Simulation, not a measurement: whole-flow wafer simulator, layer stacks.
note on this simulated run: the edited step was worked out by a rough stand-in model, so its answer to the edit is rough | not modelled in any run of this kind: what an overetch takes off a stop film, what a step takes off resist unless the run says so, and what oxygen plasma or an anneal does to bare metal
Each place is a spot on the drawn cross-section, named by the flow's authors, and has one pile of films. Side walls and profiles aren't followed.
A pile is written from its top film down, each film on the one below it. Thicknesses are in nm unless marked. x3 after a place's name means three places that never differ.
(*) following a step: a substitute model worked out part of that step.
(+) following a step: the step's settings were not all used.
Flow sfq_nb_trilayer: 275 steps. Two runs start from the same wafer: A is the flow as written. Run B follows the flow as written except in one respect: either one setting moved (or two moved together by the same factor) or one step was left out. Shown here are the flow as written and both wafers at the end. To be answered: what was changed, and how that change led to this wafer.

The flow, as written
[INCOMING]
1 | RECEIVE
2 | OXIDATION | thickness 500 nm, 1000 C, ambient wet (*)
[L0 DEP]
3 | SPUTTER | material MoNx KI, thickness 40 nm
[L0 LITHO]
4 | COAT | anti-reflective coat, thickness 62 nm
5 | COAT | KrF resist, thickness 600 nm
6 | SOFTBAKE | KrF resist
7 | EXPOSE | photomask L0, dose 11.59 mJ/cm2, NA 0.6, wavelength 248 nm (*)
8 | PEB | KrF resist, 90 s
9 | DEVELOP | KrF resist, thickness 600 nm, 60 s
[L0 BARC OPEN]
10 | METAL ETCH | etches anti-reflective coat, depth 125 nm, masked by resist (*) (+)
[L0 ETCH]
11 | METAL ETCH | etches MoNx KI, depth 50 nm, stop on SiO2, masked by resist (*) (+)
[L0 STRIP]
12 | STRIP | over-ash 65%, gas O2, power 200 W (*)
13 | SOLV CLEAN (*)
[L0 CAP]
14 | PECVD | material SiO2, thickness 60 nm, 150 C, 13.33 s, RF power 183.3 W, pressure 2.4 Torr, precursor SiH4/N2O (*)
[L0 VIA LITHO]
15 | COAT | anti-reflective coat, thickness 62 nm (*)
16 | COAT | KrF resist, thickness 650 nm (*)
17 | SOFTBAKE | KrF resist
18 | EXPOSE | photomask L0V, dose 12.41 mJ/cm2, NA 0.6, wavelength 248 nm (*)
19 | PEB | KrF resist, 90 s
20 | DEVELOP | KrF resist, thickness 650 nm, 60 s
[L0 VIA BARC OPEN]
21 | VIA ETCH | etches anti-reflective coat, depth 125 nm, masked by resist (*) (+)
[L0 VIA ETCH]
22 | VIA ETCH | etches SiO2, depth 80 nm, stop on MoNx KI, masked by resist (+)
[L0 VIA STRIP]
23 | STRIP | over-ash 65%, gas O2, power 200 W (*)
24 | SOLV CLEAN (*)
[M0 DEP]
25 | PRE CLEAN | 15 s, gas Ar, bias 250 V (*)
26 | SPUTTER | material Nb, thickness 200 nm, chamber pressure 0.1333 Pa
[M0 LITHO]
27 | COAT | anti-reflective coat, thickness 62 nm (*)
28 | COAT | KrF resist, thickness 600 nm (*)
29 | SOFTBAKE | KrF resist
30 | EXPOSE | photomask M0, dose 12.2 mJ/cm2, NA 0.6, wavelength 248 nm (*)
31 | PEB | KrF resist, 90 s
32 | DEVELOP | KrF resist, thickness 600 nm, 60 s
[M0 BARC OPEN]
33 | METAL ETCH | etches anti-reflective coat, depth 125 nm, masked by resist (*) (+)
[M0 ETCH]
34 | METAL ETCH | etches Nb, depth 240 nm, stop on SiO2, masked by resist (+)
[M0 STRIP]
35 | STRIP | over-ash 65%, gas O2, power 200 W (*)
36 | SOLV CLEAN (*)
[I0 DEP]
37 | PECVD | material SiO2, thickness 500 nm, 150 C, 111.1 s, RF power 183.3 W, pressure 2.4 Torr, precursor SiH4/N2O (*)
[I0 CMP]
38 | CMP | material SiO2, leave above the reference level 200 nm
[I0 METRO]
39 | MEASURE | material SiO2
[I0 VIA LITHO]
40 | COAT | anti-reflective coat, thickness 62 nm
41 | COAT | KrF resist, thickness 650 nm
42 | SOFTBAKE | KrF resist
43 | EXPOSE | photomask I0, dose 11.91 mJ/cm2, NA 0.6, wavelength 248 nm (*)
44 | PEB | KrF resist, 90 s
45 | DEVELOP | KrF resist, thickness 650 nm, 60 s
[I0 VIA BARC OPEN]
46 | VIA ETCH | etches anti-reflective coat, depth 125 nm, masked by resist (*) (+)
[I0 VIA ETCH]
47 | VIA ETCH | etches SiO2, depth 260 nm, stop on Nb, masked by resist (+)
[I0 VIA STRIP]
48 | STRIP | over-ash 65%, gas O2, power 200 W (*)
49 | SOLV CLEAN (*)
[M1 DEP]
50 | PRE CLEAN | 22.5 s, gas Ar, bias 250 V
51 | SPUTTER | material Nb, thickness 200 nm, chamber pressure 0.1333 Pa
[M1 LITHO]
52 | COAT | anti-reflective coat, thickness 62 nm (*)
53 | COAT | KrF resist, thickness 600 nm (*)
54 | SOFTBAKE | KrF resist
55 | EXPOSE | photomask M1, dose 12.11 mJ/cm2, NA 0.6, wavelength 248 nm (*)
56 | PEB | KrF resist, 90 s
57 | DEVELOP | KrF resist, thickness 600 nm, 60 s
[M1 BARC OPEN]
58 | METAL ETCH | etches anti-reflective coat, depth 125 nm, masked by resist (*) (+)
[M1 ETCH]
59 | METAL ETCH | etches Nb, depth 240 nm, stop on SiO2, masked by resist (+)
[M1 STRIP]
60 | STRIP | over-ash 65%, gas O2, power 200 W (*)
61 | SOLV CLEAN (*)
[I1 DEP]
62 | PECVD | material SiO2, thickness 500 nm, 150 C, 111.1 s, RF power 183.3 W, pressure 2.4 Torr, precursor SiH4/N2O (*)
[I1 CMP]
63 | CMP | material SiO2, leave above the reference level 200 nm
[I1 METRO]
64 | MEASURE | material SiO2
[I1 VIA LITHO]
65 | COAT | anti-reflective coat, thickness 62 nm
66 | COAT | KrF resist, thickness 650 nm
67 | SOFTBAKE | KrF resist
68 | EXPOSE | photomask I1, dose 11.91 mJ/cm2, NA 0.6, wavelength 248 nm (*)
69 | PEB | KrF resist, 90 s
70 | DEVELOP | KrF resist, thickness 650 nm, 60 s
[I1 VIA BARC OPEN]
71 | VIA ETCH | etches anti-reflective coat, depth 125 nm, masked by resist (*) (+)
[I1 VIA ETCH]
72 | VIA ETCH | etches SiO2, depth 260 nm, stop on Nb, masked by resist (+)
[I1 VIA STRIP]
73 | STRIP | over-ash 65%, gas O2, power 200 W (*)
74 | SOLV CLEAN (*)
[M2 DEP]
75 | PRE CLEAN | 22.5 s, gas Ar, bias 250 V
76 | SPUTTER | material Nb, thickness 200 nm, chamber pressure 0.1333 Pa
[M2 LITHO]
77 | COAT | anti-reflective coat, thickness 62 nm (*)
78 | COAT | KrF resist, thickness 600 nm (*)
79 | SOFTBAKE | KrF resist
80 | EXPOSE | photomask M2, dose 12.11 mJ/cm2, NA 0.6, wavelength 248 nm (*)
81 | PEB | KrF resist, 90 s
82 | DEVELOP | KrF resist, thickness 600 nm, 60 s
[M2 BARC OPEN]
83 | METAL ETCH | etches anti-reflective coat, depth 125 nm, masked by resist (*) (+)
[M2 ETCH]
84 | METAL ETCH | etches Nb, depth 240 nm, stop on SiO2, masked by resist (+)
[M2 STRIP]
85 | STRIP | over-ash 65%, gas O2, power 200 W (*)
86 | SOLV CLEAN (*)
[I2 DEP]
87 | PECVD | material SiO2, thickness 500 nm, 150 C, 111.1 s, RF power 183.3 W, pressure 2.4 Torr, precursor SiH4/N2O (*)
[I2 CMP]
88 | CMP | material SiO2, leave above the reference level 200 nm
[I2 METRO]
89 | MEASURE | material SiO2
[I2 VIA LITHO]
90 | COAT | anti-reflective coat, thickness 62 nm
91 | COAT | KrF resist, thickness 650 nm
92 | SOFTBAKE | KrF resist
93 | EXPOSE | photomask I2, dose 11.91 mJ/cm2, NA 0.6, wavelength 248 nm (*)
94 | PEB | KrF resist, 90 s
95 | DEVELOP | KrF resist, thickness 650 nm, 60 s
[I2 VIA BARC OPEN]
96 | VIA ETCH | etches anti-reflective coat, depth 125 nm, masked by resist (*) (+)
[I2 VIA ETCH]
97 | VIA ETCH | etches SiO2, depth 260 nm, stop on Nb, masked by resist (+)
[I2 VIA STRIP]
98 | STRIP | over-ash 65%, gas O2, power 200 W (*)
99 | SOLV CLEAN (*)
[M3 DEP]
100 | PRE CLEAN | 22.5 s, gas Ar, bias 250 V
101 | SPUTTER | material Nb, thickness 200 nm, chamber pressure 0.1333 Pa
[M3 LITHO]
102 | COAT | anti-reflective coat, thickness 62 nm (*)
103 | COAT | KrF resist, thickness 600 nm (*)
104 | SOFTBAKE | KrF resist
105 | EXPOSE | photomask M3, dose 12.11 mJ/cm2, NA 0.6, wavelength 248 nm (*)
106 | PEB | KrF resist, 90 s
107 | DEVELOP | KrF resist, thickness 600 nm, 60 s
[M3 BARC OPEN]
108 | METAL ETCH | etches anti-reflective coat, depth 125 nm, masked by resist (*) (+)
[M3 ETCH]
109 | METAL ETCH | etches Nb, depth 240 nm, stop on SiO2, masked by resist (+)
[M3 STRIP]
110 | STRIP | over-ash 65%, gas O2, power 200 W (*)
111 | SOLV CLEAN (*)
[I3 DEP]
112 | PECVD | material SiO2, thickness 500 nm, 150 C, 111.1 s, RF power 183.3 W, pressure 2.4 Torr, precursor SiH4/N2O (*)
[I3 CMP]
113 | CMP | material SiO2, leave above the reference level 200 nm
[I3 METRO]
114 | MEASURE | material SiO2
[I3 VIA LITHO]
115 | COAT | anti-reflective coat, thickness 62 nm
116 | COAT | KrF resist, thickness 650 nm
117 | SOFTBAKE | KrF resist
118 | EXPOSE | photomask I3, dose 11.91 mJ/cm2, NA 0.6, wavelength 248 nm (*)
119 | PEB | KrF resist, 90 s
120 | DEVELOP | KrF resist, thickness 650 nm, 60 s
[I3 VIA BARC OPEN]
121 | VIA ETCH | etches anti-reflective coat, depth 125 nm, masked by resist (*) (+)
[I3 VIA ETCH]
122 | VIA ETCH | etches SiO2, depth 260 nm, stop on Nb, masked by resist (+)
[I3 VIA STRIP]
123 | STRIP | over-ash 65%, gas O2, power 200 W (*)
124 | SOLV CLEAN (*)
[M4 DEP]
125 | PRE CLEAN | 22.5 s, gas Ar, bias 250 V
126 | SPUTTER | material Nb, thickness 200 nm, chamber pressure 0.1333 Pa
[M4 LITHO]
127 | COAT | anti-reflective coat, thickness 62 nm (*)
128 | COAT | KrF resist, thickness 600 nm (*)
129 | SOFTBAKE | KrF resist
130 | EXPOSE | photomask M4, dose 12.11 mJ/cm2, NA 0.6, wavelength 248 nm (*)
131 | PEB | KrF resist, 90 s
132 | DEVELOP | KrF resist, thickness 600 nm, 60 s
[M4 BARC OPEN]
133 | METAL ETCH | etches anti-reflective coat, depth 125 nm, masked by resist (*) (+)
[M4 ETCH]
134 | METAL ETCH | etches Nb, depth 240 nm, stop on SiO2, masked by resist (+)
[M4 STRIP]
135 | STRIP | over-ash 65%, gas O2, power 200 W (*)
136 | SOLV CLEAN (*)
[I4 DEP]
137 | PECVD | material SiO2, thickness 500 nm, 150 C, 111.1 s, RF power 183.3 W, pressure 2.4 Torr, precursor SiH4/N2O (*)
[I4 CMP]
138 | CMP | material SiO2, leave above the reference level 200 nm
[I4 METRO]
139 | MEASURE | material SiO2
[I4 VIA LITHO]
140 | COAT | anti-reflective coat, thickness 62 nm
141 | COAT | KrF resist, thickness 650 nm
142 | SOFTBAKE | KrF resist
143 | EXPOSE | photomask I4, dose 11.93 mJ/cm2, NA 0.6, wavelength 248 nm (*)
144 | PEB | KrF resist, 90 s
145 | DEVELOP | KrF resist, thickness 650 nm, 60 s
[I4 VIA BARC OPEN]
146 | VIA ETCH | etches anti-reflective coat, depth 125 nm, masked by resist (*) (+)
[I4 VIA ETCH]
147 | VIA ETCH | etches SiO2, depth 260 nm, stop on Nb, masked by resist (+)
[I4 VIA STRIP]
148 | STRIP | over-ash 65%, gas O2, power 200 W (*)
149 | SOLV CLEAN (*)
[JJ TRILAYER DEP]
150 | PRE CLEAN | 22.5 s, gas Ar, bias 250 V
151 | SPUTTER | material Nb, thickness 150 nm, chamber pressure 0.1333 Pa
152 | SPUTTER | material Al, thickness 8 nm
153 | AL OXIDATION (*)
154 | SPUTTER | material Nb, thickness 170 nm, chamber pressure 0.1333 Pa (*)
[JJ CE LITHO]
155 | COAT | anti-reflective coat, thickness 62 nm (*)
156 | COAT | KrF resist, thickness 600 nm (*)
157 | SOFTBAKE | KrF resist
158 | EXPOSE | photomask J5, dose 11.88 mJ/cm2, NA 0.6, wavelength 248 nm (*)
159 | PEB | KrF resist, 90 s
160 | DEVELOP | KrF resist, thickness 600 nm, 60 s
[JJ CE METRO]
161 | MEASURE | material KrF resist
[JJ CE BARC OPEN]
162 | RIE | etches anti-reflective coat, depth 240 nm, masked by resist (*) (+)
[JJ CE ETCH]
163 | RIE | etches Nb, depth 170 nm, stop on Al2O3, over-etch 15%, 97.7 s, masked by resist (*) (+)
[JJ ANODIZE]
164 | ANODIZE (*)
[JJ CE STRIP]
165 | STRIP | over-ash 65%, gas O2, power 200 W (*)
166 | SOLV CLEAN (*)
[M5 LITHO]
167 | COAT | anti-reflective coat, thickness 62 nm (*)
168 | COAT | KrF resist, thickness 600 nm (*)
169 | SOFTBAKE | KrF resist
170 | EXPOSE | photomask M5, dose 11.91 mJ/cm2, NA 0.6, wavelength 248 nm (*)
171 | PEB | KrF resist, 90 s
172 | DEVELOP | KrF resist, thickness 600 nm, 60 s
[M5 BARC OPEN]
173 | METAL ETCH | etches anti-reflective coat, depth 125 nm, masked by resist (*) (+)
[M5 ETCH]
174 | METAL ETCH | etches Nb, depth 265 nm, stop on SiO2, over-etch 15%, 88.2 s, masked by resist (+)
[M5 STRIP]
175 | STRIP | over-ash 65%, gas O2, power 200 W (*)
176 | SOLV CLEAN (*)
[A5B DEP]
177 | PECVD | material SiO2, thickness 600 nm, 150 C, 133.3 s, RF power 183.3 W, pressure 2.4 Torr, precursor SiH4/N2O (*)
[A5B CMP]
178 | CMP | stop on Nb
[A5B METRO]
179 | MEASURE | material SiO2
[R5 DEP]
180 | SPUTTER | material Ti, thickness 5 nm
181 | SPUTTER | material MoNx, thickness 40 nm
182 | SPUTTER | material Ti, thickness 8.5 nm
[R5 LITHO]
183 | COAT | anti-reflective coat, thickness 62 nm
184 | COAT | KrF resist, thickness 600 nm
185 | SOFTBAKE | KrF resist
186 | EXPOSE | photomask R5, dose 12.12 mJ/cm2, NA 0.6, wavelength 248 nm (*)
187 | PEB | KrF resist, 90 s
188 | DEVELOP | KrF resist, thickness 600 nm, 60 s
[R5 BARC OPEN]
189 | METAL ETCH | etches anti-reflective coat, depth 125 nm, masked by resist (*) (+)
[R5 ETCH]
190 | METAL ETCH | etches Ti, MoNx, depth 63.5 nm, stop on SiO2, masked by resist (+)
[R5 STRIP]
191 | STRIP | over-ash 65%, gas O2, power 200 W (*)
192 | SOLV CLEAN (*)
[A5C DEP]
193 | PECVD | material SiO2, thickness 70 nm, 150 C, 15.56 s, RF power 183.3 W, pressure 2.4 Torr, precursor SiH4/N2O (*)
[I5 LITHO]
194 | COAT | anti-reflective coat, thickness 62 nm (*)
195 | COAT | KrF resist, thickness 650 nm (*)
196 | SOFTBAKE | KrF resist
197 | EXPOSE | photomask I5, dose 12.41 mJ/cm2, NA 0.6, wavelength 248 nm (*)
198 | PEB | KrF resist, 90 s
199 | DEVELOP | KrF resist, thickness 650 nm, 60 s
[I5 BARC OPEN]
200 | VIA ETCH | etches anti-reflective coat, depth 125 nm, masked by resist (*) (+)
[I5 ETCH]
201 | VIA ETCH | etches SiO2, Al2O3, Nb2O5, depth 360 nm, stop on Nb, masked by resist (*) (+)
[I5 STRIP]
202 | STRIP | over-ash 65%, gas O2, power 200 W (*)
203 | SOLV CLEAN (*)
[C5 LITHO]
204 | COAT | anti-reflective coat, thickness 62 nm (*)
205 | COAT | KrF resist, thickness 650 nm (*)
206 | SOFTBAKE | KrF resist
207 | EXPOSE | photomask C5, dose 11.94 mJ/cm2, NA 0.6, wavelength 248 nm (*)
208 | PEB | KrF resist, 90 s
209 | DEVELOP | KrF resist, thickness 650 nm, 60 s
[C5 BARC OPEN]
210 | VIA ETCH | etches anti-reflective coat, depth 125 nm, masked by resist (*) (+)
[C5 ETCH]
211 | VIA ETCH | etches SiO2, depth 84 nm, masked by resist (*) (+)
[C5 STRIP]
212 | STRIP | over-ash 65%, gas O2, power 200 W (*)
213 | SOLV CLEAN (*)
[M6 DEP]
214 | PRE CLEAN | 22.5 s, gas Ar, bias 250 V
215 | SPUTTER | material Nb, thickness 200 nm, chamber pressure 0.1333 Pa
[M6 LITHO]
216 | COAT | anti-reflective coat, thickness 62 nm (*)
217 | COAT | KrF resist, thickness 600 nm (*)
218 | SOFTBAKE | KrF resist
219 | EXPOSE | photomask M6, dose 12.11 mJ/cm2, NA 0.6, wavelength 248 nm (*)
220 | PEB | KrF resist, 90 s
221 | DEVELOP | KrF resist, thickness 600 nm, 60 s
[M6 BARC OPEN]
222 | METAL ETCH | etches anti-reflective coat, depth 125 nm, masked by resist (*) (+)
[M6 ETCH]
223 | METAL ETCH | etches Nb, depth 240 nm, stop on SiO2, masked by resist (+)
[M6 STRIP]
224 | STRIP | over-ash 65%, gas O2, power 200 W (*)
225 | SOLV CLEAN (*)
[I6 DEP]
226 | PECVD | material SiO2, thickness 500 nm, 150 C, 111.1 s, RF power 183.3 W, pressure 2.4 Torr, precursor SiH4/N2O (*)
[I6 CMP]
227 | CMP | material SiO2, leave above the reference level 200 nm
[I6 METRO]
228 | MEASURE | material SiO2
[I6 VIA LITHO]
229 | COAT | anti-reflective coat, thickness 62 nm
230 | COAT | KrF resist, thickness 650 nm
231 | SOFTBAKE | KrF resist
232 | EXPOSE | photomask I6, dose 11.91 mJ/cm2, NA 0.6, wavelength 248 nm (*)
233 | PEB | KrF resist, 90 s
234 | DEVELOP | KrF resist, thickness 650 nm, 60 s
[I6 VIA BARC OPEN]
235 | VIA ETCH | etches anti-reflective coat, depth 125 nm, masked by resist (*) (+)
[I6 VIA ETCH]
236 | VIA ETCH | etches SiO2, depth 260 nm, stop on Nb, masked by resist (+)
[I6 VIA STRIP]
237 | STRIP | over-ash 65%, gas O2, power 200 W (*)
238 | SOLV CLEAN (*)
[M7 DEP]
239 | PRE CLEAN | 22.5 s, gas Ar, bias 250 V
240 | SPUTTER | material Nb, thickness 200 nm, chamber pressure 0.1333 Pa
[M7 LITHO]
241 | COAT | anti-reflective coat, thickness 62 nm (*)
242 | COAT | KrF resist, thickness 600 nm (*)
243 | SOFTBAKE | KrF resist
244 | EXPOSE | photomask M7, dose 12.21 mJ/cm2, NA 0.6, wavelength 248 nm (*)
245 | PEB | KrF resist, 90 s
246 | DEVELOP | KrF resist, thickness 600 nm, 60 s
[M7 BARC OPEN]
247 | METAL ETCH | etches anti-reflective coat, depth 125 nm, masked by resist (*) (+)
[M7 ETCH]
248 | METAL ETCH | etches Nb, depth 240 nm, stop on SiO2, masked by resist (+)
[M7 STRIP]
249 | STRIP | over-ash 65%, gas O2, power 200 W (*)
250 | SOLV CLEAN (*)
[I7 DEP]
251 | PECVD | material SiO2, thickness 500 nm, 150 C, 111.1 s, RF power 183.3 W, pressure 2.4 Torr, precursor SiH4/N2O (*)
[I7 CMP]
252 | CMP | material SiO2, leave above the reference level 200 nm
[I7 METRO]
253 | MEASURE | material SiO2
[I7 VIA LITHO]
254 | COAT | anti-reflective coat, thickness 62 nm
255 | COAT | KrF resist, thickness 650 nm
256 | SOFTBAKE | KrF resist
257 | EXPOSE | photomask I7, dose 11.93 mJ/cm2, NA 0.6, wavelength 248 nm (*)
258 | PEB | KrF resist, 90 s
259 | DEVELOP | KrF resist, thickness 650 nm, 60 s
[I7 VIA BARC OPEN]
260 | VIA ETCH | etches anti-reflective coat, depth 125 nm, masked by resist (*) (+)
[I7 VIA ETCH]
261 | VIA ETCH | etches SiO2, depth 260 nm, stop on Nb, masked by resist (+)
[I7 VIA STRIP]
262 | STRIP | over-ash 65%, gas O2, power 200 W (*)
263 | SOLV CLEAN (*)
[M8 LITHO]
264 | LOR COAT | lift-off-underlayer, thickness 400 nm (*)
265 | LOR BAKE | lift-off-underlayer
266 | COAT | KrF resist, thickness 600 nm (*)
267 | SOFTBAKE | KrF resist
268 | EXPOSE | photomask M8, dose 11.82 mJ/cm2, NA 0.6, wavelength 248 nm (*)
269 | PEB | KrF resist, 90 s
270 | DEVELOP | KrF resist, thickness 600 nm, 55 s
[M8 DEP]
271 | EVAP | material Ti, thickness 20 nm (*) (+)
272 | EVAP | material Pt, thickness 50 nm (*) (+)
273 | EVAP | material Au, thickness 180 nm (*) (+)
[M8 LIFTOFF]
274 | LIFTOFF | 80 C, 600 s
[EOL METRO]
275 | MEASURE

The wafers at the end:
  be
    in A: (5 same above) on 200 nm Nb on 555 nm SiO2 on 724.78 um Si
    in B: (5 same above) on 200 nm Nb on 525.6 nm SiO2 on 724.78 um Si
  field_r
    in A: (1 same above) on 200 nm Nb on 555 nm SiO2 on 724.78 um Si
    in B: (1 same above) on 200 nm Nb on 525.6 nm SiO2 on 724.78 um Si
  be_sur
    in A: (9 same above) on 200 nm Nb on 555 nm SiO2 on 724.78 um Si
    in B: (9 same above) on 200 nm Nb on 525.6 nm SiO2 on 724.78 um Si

What caused this: step 14, PECVD: thickness 30.6 nm was run, whereas the flow has thickness 60 nm; step 14, PECVD: 6.8 s was run, where the flow has 13.33 s.

The path from the change to this, step by step:
  14 | PECVD | material SiO2, thickness 60 nm, 150 C, 13.33 s, RF power 183.3 W, pressure 2.4 Torr, precursor SiH4/N2O (*)
      v_sur, via_wl, via_w and 97 more: A +60 SiO2 | B +30.6 SiO2
      field_l, l0_sur, l0v, l0r_line_l, l0r_line_c, l0r_line_r: A +60 SiO2 (new film) | B +30.6 SiO2 (new film)
  22 | VIA ETCH | etches SiO2, depth 80 nm, stop on MoNx KI, masked by resist (+)
      field_l, v_sur, via_wl and 102 more: A -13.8 KrF resist | B -7.87 KrF resist
      l0v: A -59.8 SiO2 (all of it) | B -30.4 SiO2 (all of it)
  26 | SPUTTER | material Nb, thickness 200 nm, chamber pressure 0.1333 Pa
      l0v: A +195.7 Nb (new film) | B +200 Nb (new film)
  27 | COAT | anti-reflective coat, thickness 62 nm (*)
      l0_sur: A +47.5 anti-reflective coat (new film) | B +50.8 anti-reflective coat (new film)
      l0v: A +78 anti-reflective coat (new film) | B +68.9 anti-reflective coat (new film)
  28 | COAT | KrF resist, thickness 600 nm (*)
      l0v: A +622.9 KrF resist (new film) | B +605.1 KrF resist (new film)
  35 | STRIP | over-ash 65%, gas O2, power 200 W (*)
      l0_sur: A -372 KrF resist (all of it), -47.5 anti-reflective coat (all of it) | B -373.6 KrF resist (all of it), -50.8 anti-reflective coat (all of it)
      l0v: A -405.3 KrF resist (all of it), -78 anti-reflective coat (all of it) | B -387.4 KrF resist (all of it), -68.9 anti-reflective coat (all of it)
  38 | CMP | material SiO2, leave above the reference level 200 nm
      l0v: A -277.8 SiO2 | B -311.5 SiO2
